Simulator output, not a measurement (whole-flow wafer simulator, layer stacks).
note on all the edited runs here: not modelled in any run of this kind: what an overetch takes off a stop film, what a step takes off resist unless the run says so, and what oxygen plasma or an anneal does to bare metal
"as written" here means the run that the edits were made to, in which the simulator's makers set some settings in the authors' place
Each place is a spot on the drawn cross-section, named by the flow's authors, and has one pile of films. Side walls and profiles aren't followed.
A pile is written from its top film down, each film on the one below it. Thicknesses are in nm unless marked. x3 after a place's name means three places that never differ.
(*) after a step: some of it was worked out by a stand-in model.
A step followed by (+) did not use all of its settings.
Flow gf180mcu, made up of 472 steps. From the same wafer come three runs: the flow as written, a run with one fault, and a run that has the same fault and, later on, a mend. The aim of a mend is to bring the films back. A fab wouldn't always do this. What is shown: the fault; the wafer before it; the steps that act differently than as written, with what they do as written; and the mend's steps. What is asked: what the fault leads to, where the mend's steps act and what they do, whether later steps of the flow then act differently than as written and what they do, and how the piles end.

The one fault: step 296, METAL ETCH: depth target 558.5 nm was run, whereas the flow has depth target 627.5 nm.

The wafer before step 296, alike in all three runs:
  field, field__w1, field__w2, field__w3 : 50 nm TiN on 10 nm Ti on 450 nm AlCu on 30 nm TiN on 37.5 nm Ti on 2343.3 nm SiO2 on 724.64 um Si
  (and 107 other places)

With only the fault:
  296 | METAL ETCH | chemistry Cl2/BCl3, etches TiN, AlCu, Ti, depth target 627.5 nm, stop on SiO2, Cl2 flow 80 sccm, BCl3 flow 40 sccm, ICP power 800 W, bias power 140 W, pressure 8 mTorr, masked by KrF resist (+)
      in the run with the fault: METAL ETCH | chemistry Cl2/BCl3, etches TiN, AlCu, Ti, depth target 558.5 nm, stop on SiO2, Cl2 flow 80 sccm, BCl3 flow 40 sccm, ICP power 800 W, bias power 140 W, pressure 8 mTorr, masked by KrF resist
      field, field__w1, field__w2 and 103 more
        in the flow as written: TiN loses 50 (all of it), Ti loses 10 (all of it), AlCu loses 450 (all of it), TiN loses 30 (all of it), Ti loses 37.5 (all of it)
        in the run with the fault: TiN loses 50 (all of it), Ti loses 10 (all of it), AlCu loses 450 (all of it), TiN loses 30 (all of it), Ti loses 18.5
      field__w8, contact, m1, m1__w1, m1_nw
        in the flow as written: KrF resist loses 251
        in the run with the fault: KrF resist loses 223.4
  Steps further on in the flow that do not act as written:
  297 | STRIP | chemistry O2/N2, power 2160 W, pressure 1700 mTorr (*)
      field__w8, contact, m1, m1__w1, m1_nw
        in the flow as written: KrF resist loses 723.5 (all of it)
        in the run with the fault: KrF resist loses 751.1 (all of it)
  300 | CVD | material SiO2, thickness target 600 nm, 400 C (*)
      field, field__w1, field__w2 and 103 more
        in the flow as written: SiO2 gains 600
        in the run with the fault: SiO2 gains 600 (new film)
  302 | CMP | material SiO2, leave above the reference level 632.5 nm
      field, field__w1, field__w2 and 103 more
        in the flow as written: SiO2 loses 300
        in the run with the fault: SiO2 loses 319
  The piles end different from the flow's at field, field__w1, field__w2 and 104 more by more than 2% or 0.5 nm, whichever is larger.
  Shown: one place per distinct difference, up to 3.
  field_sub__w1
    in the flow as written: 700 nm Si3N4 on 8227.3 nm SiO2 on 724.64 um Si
    in the run with the fault: 700 nm Si3N4 on 5865 nm SiO2 on 19 nm Ti on 2343.2 nm SiO2 on 724.64 um Si
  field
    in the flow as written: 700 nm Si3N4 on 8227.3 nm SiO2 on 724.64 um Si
    in the run with the fault: 700 nm Si3N4 on 5865 nm SiO2 on 19 nm Ti on 2343.3 nm SiO2 on 724.64 um Si
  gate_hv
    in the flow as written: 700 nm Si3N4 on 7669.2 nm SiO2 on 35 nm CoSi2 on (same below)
    in the run with the fault: 700 nm Si3N4 on 5865 nm SiO2 on 19 nm Ti on 1785.1 nm SiO2 on 35 nm CoSi2 on (same below)

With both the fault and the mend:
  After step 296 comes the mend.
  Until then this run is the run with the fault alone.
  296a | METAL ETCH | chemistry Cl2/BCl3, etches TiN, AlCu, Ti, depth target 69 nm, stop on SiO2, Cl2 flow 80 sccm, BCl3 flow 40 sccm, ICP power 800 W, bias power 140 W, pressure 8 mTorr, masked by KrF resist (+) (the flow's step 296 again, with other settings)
      field, field__w1, field__w2 and 103 more
        Ti loses 19 (all of it)
      field__w8, contact, m1, m1__w1, m1_nw
        KrF resist loses 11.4
  Steps further on in the flow that do not act as written:
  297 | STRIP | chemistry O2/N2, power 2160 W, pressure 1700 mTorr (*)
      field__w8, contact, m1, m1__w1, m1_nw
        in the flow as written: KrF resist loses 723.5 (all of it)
        in the run with the mend: KrF resist loses 739.7 (all of it)
  At every place that both follow, the piles at the end match the flow's.
